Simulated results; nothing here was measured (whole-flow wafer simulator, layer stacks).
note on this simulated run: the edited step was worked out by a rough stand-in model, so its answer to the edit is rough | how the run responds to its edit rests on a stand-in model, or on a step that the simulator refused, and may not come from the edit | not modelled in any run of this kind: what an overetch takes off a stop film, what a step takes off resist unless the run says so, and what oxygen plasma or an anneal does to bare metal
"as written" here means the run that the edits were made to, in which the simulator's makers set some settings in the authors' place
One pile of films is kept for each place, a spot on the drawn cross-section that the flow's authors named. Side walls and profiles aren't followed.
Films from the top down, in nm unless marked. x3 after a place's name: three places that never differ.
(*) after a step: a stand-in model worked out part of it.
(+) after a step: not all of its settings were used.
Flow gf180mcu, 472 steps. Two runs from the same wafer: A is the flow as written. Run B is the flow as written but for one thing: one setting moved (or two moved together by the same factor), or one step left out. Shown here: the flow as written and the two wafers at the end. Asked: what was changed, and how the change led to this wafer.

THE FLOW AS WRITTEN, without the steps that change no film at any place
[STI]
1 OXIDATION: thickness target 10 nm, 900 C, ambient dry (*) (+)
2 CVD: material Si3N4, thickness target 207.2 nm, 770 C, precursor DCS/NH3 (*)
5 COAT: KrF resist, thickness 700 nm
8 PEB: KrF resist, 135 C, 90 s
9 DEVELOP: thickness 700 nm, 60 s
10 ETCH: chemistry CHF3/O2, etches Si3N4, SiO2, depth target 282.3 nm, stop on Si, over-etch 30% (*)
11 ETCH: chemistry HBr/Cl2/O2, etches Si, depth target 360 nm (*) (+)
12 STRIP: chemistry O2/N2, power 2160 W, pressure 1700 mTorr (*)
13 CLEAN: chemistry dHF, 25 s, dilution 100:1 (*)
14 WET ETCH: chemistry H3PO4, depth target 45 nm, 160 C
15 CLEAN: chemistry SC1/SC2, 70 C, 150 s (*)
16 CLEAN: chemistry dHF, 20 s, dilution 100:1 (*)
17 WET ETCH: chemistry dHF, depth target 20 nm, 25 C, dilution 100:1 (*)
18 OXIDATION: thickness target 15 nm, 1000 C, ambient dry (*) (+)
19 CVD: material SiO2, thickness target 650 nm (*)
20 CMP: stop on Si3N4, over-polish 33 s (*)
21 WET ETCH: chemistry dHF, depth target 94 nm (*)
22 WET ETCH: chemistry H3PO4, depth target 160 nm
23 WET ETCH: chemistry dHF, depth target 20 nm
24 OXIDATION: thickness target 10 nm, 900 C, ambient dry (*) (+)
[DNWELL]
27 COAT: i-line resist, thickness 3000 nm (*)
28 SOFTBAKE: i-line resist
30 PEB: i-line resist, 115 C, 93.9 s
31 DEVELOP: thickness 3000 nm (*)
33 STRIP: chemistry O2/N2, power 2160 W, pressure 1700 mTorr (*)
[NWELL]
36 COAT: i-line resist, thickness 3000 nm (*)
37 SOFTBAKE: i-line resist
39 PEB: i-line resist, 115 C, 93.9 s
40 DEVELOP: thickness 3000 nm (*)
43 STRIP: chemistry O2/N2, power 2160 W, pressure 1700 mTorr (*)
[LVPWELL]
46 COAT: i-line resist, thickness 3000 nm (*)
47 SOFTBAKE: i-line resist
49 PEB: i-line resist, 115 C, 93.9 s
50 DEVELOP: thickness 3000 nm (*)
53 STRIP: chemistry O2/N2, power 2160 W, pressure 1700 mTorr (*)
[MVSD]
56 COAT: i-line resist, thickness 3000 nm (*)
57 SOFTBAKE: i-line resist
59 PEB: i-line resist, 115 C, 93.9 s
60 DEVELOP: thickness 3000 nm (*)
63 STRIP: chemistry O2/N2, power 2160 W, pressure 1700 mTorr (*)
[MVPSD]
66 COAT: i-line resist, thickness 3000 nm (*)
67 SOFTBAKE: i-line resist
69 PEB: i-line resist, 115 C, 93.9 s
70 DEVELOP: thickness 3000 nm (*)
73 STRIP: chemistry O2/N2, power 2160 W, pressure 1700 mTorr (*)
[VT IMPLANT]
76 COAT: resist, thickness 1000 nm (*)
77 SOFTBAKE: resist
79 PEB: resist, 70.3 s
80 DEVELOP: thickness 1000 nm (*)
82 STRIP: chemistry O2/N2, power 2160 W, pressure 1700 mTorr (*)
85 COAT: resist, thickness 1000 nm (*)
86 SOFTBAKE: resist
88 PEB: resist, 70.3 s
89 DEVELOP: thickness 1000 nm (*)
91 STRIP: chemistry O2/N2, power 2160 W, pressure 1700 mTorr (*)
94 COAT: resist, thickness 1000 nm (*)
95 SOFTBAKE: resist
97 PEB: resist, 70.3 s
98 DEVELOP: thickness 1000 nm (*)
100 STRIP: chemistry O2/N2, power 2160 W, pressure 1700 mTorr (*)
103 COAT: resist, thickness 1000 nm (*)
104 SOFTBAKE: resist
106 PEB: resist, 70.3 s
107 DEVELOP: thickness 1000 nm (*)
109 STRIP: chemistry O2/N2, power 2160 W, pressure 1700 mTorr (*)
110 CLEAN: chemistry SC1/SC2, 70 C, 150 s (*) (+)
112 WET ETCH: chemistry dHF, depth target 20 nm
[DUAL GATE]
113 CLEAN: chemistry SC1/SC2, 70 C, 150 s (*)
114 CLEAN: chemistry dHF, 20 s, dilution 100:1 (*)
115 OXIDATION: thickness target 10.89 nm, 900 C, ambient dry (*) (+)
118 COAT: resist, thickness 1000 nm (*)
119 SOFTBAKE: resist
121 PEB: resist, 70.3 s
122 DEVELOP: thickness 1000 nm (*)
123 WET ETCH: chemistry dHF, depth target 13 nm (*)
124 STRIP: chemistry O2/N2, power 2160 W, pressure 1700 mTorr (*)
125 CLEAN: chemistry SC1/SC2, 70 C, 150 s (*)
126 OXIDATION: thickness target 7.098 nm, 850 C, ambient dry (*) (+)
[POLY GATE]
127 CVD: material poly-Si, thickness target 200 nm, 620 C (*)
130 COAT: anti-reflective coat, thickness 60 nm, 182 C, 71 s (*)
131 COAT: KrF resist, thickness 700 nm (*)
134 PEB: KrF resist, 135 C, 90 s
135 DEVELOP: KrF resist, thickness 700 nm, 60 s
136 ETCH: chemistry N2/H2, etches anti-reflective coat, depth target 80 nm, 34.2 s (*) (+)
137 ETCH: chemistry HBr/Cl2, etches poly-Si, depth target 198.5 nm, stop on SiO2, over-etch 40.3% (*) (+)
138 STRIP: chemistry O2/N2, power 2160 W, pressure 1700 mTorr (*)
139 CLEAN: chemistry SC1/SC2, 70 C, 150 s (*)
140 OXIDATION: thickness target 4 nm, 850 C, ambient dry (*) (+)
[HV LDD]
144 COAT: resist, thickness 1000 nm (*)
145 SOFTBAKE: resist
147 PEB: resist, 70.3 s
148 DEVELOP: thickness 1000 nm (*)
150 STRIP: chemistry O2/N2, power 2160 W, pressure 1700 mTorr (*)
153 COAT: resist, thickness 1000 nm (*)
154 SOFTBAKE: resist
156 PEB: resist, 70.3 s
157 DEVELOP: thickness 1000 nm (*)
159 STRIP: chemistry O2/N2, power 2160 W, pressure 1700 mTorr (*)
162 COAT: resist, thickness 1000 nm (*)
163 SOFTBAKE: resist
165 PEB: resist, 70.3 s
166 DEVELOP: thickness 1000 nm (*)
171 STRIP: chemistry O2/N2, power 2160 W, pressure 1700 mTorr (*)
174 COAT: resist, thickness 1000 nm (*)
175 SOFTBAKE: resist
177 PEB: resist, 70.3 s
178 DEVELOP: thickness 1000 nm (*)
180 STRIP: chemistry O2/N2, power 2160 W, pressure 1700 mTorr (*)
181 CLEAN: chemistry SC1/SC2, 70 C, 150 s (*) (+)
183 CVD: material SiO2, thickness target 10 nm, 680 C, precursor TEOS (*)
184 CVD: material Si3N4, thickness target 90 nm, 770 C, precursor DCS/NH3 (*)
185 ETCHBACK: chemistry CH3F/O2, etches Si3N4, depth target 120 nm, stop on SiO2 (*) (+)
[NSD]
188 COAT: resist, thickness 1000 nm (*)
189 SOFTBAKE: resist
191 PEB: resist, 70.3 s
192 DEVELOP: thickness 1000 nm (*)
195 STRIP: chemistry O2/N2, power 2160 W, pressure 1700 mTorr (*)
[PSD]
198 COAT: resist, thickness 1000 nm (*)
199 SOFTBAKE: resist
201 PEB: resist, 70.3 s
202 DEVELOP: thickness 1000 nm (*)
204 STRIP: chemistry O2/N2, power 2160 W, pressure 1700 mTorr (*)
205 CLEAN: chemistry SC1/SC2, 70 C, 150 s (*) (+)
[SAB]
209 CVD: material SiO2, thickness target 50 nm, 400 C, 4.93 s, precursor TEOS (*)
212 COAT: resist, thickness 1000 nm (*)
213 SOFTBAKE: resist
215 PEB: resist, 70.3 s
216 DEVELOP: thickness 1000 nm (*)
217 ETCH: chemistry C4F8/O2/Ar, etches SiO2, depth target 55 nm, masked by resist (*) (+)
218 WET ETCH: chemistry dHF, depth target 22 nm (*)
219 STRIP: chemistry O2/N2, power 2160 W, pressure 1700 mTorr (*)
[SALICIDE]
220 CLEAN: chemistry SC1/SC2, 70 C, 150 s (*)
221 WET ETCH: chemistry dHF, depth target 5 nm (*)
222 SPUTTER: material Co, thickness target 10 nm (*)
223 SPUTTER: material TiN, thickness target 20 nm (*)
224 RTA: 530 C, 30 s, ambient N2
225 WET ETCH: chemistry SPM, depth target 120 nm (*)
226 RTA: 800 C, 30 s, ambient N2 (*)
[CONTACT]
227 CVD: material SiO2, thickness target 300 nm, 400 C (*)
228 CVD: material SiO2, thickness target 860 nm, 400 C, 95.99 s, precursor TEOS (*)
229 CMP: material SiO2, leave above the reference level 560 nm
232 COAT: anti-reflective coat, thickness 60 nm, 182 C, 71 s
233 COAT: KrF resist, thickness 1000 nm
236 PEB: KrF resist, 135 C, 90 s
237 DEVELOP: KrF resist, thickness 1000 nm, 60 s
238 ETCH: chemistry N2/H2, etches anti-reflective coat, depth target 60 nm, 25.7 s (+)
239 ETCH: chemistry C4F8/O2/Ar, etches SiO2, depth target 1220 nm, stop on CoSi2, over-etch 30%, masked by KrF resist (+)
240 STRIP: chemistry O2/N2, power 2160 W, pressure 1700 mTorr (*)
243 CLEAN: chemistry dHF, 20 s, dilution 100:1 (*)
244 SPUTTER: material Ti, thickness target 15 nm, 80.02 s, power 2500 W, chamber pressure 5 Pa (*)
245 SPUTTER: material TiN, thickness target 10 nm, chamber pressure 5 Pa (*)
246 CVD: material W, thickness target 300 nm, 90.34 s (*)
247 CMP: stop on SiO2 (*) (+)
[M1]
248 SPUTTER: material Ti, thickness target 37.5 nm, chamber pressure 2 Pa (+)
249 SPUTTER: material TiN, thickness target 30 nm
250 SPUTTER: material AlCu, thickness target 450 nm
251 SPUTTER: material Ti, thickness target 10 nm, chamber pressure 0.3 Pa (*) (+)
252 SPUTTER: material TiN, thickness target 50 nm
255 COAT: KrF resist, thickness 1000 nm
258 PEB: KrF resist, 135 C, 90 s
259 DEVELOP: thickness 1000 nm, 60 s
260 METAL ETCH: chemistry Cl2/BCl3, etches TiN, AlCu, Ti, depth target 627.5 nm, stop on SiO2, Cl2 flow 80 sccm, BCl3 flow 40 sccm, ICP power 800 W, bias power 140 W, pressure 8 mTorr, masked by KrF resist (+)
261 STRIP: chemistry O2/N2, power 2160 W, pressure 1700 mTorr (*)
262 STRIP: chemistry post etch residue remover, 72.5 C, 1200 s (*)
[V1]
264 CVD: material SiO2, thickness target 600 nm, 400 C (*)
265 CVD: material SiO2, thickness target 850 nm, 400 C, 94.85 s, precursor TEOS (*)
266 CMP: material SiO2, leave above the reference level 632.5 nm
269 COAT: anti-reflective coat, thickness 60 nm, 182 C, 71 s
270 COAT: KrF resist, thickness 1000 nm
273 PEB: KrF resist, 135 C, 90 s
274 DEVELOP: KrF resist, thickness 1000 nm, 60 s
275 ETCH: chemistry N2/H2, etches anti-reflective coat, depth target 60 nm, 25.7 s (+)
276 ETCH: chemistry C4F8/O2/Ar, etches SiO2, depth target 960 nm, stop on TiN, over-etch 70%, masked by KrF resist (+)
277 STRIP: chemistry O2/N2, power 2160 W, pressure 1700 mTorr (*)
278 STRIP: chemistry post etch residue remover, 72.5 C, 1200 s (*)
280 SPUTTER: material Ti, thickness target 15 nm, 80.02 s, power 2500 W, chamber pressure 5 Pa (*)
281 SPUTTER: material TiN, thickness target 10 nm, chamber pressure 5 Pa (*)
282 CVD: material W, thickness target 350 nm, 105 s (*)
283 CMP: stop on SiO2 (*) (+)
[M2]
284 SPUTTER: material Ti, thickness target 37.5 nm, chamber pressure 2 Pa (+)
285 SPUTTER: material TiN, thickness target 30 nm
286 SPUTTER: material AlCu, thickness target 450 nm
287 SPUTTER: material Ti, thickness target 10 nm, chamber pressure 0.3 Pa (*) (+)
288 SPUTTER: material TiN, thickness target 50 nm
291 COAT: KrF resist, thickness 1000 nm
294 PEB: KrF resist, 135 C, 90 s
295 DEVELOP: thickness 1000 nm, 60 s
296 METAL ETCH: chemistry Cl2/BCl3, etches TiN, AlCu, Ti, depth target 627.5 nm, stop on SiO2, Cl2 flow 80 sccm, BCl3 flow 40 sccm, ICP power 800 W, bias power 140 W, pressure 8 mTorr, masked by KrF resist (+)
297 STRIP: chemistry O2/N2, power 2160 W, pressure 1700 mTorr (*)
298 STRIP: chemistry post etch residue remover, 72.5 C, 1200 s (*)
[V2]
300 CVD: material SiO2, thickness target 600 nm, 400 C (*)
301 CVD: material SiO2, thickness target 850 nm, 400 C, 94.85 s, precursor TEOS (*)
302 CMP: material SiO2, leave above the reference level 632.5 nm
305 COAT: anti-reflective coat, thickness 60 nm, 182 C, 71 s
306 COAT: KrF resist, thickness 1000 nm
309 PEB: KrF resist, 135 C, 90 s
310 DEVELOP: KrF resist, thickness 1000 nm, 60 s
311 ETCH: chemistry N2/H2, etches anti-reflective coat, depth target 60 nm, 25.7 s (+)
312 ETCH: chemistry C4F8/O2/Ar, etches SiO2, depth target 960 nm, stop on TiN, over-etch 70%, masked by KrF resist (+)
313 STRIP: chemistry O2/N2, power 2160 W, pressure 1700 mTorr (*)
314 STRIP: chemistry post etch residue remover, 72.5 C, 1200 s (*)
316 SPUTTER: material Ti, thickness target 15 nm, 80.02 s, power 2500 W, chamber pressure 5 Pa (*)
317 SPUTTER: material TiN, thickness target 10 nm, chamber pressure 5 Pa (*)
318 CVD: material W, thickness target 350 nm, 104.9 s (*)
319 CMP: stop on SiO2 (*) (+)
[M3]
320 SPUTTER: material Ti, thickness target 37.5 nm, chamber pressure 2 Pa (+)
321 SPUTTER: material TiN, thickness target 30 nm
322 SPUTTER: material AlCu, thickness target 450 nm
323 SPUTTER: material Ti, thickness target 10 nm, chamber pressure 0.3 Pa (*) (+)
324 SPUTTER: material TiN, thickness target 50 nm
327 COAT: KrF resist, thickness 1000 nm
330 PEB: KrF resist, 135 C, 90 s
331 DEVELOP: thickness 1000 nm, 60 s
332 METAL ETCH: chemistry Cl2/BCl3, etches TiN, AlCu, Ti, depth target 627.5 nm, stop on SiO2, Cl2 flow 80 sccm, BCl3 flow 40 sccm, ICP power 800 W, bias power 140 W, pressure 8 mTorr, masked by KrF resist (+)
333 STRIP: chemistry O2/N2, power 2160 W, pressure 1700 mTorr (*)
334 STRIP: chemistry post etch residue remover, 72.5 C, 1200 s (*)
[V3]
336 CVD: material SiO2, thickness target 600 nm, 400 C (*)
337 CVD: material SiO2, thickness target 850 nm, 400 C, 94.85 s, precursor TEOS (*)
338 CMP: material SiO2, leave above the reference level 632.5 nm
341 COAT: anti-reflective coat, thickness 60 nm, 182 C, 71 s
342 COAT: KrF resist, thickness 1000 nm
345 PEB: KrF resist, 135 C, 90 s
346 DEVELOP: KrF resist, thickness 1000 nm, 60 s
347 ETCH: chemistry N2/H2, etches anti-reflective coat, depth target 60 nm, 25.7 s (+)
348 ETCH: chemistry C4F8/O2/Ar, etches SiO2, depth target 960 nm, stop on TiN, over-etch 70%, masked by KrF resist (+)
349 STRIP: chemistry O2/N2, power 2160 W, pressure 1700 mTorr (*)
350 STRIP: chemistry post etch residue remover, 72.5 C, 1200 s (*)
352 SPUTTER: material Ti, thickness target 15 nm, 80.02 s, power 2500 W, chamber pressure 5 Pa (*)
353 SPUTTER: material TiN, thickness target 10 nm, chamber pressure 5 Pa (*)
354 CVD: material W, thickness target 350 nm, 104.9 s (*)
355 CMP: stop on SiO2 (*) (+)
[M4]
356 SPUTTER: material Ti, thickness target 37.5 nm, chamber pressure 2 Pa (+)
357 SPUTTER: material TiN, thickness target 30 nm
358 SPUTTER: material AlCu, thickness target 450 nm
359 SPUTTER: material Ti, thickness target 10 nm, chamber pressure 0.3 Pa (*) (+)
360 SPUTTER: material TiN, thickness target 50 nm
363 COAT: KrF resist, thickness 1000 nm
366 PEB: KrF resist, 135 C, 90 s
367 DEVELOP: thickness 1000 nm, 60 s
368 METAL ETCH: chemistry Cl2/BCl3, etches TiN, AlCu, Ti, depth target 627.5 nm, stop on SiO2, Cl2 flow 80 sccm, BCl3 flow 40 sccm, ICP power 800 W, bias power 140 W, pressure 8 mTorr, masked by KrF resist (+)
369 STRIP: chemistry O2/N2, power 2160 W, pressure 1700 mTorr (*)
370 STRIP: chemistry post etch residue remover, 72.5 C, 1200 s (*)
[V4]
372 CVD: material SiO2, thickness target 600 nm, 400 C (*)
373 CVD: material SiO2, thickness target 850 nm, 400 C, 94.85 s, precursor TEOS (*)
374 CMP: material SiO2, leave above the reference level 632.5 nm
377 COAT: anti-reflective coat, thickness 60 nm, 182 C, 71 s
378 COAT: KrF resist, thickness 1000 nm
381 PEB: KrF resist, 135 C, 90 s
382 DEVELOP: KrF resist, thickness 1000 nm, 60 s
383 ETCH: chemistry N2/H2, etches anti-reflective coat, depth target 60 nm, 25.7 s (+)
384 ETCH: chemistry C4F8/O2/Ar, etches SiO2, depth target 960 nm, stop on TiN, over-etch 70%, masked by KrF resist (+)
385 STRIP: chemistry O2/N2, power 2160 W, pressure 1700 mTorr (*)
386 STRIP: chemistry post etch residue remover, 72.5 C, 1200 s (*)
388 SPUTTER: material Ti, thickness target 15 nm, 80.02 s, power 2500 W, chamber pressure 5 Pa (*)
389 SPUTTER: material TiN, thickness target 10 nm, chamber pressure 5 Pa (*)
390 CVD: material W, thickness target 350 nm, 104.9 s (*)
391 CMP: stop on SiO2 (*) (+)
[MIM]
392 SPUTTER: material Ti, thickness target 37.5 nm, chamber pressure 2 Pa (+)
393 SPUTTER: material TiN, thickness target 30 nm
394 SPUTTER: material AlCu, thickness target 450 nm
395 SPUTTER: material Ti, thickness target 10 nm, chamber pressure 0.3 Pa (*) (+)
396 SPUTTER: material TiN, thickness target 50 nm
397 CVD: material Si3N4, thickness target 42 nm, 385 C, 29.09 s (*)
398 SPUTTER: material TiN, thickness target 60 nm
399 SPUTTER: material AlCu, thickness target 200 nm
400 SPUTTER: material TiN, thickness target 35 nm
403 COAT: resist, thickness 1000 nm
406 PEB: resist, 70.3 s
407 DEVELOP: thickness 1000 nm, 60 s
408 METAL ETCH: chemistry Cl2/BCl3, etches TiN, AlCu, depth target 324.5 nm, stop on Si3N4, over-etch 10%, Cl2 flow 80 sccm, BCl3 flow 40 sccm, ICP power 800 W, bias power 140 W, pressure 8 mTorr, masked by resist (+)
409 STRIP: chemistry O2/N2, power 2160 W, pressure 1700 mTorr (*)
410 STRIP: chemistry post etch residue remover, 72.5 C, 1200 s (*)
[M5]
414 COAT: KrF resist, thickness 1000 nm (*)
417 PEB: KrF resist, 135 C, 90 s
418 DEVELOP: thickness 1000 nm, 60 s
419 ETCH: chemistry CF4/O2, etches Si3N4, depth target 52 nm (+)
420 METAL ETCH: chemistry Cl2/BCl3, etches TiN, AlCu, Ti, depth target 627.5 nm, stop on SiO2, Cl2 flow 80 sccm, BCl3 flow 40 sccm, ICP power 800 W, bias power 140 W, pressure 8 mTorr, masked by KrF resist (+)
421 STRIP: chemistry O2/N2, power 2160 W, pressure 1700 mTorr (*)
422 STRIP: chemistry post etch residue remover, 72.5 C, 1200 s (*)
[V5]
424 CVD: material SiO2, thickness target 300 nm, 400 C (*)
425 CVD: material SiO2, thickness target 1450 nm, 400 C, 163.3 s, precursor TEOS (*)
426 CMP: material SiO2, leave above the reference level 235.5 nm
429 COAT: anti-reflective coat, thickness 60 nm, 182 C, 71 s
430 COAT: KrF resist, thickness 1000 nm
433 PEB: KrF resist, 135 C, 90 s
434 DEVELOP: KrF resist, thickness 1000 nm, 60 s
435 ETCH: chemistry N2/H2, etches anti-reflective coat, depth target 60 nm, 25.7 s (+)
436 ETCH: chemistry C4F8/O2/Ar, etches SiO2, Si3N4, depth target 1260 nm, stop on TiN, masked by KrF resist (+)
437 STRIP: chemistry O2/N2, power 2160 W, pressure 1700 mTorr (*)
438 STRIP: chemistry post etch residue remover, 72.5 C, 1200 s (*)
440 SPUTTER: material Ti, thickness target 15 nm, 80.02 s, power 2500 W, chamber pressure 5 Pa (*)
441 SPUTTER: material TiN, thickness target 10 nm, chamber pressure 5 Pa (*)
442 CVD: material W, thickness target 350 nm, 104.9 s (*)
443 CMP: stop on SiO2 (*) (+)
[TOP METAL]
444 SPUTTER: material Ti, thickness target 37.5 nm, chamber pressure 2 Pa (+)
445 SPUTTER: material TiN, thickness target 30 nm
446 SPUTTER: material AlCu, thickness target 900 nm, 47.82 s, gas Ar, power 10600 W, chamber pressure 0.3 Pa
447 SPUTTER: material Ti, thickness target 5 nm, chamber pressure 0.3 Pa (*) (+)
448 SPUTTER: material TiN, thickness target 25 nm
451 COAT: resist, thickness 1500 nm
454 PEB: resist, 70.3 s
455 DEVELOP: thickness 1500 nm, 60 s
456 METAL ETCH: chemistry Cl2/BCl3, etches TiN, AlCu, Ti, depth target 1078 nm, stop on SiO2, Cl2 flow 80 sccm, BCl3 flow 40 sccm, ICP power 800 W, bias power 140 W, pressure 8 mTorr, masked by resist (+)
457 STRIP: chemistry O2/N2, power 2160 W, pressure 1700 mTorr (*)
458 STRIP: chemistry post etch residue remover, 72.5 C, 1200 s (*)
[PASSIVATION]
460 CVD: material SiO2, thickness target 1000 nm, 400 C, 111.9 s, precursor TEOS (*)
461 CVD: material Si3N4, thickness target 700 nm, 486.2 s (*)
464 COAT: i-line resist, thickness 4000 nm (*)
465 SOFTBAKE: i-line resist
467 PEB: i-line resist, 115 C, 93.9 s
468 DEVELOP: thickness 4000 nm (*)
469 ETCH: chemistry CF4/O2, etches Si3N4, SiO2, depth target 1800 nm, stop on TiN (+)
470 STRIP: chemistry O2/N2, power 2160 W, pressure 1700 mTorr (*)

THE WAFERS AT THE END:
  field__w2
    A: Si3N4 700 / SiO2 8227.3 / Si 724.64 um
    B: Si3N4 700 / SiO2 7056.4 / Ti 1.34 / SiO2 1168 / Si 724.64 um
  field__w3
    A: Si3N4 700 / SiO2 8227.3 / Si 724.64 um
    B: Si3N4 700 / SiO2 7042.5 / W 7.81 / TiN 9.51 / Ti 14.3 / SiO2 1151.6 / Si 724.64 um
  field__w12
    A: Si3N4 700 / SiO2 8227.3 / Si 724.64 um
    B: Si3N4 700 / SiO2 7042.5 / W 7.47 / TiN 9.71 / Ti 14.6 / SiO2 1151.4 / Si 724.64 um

The cause: step 228, CVD: thickness target 550 nm was run, where the flow has thickness target 860 nm; step 228, CVD: 61.43 s was run, where the flow has 95.99 s.

How the change led to this, step by step:
  228 CVD: material SiO2, thickness target 860 nm, 400 C, 95.99 s, precursor TEOS (*)
      field, field__w7, field__w8 and 70 more: A SiO2 +860 | B SiO2 +557
      field__w3, field__w12: A SiO2 +807.3 | B SiO2 +526.3
      (and at 36 more places)
  229 CMP: material SiO2, leave above the reference level 560 nm
      active, p_well, sd_n, iso_ptap_pw, iso_ntap_nw, iso_ptap_sub, vpnp_e: A SiO2 -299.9 | B nothing
      sti, mim_1p0, pad, dice_street, iso_nw_fld, iso_fld_sub: A SiO2 -296.8 | B nothing
      (and at 98 more places)
  232 COAT: anti-reflective coat, thickness 60 nm, 182 C, 71 s
      sti, gate_hv, mim_1p0, pad, dice_street: A anti-reflective coat +60 (new film) | B anti-reflective coat +53.2 (new film)
      gate_p, polyc_n, polyc_p_rim: A anti-reflective coat +60 (new film) | B anti-reflective coat +49.9 (new film)
      (and at 64 more places)
  238 ETCH: chemistry N2/H2, etches anti-reflective coat, depth target 60 nm, 25.7 s (+)
      contact: A anti-reflective coat -60 (all of it), SiO2 -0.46 | B anti-reflective coat -62.9 (all of it), SiO2 -0.39
      polyc_n: A anti-reflective coat -60 (all of it), SiO2 -0.46 | B anti-reflective coat -49.9 (all of it), SiO2 -0.72
      (and at 1 more place)
  240 STRIP: chemistry O2/N2, power 2160 W, pressure 1700 mTorr (*)
      sti, mim_1p0, pad, dice_street: A KrF resist -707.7 (all of it), anti-reflective coat -60 (all of it) | B KrF resist -715.6 (all of it), anti-reflective coat -53.2 (all of it)
      p_well, sd_n: A KrF resist -707.7 (all of it), anti-reflective coat -60 (all of it) | B KrF resist -715.6 (all of it), anti-reflective coat -50.1 (all of it)
      (and at 63 more places)
  244 SPUTTER: material Ti, thickness target 15 nm, 80.02 s, power 2500 W, chamber pressure 5 Pa (*)
      field__w2, ld_drift_p: A Ti +15 (new film) | B Ti +14.4 (new film)
      field__w3: A Ti +15 (new film) | B Ti +14.3 (new film)
  247 CMP: stop on SiO2 (*) (+)
      sti, mim_1p0, pad, dice_street, iso_nw_fld, iso_fld_sub: A W -300 (all of it), TiN -10 (all of it), Ti -15 (all of it), SiO2 -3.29 | B W -300 (all of it), TiN -10 (all of it), Ti -15 (all of it)
      field__w7, field__w8: A W -300 (all of it), TiN -10 (all of it), Ti -15 (all of it), SiO2 -3.29 | B W -300 (all of it), TiN -10 (all of it), Ti -3.55
      (and at 93 more places)
  248 SPUTTER: material Ti, thickness target 37.5 nm, chamber pressure 2 Pa (+)
      field, field__w1, field__w6 and 17 more: A Ti +37.5 (new film) | B Ti +37.5
  260 METAL ETCH: chemistry Cl2/BCl3, etches TiN, AlCu, Ti, depth target 627.5 nm, stop on SiO2, Cl2 flow 80 sccm, BCl3 flow 40 sccm, ICP power 800 W, bias power 140 W, pressure 8 mTorr, masked by KrF resist (+)
      field__w3, field__w12, mim, ld_drift_p, ld_drn_p: A TiN -50 (all of it), Ti -10 (all of it), AlCu -450 (all of it), TiN -30 (all of it), Ti -37.5 (all of it) | B TiN -50 (all of it), Ti -10 (all of it), AlCu -450 (all of it), TiN -30 (all of it), Ti -37.5 (all of it), W -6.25
      field_sub, field_sub__w2: A TiN -50 (all of it), Ti -10 (all of it), AlCu -450 (all of it), TiN -30 (all of it), Ti -37.5 (all of it) | B TiN -50 (all of it), Ti -10 (all of it), AlCu -450 (all of it), TiN -30 (all of it), Ti -37.5 (all of it), TiN -7.91 (all of it), Ti -15 (all of it)
      (and at 22 more places)
  262 STRIP: chemistry post etch residue remover, 72.5 C, 1200 s (*)
      field__w3, field__w12, mim, ld_drift_p, ld_drn_p: A nothing | B W -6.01
  264 CVD: material SiO2, thickness target 600 nm, 400 C (*)
      field__w3, field__w12, mim, ld_drift_p, ld_drn_p: A SiO2 +600 | B SiO2 +600 (new film)
      field__w2: A SiO2 +600 | B SiO2 +610.7 (new film)
  266 CMP: material SiO2, leave above the reference level 632.5 nm
      field__w3, field__w12, mim, ld_drift_p, ld_drn_p: A SiO2 -300 | B SiO2 -287.7
      field__w1, field_sub__w4, field_sub__w5: A SiO2 -300 | B SiO2 -292
      (and at 18 more places)
Counting metal films that touch as one body, field__w2 has 1 body; the flow as written gives 0 bodies.
Counting metal films that touch as one body, field__w3 has 1 body; the flow as written gives 0 bodies.
Counting metal films that touch as one body, field__w12 has 1 body; the flow as written gives 0 bodies.
